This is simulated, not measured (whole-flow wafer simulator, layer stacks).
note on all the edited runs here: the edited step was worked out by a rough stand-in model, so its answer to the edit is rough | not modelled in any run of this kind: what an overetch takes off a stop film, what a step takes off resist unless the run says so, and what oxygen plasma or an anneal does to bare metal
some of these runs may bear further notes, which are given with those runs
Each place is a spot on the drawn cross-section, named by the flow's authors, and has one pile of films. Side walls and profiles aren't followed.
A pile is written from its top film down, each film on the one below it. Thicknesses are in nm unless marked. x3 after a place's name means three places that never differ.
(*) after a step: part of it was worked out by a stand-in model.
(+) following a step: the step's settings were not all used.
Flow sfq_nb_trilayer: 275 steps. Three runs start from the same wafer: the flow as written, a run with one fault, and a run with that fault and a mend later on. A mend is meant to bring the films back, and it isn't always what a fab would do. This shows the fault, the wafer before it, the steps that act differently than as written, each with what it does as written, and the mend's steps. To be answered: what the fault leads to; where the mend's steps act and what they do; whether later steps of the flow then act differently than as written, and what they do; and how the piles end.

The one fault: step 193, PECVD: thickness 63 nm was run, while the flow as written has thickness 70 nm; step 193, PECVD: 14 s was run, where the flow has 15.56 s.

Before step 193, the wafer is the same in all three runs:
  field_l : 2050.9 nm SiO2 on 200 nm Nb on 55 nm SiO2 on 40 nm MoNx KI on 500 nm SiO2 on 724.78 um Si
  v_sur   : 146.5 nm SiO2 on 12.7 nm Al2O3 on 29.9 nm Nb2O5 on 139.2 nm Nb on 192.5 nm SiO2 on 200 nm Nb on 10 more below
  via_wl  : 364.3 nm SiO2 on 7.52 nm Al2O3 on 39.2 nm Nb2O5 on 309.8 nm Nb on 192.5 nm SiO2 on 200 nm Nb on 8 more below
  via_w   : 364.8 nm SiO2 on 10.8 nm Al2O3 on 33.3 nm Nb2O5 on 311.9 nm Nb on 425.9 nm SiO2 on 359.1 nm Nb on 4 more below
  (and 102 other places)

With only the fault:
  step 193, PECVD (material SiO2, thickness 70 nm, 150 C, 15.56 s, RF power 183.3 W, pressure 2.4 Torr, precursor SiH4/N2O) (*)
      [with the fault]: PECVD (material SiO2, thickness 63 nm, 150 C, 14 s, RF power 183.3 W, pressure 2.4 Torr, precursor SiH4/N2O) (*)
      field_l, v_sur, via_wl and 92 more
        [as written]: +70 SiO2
        [with the fault]: +63 SiO2
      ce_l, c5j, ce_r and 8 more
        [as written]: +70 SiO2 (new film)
        [with the fault]: +63 SiO2 (new film)
  Later steps of the flow acting differently than as written (14 other steps are not shown; they differ only slightly, by no more than 2% or 0.5 nm, whichever is larger):
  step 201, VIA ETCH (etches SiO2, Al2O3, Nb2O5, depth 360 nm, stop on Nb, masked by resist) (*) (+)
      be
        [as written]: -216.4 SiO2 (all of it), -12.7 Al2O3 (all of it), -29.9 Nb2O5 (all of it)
        [with the fault]: -209.4 SiO2 (all of it), -12.7 Al2O3 (all of it), -29.9 Nb2O5 (all of it)
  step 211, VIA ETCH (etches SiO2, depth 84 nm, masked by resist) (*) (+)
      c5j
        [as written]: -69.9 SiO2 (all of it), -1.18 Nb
        [with the fault]: -62.9 SiO2 (all of it), -1.76 Nb
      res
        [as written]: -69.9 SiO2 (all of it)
        [with the fault]: -62.9 SiO2 (all of it)
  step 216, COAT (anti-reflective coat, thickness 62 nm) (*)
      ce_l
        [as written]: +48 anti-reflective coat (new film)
        [with the fault]: +49.7 anti-reflective coat (new film)
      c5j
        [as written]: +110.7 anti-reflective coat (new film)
        [with the fault]: +106.1 anti-reflective coat (new film)
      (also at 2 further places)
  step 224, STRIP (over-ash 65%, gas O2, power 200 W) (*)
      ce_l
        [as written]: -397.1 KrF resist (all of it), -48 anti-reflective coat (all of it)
        [with the fault]: -396.2 KrF resist (all of it), -49.7 anti-reflective coat (all of it)
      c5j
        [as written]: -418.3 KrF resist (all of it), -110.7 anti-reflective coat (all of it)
        [with the fault]: -415.1 KrF resist (all of it), -106.1 anti-reflective coat (all of it)
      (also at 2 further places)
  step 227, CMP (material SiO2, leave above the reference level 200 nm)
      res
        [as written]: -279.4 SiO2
        [with the fault]: -287.8 SiO2
  By the end, the piles at v_sur, via_sp, via_v and 16 more depart from the flow's by more than 2% or 0.5 nm, whichever is larger.
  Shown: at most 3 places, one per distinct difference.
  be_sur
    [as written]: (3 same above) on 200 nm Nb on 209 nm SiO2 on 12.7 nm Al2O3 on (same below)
    [with the fault]: (3 same above) on 200 nm Nb on 202 nm SiO2 on 12.7 nm Al2O3 on (same below)
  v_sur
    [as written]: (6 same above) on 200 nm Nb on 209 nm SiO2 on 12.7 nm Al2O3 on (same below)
    [with the fault]: (6 same above) on 200 nm Nb on 202 nm SiO2 on 12.7 nm Al2O3 on (same below)
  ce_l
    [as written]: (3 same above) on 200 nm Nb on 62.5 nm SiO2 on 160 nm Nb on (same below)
    [with the fault]: (3 same above) on 200 nm Nb on 55.5 nm SiO2 on 160 nm Nb on (same below)

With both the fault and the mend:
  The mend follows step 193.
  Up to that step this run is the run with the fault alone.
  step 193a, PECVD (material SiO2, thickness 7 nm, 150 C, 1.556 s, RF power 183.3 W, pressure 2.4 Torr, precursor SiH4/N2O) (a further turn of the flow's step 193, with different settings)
      field_l, v_sur, via_wl and 103 more
        +7 SiO2
  Later steps of the flow that are run all act as written at every place that is followed, up to a difference of at most 2% or 0.5 nm, whichever is larger.
  The piles end the same as the flow's at every place that both follow.
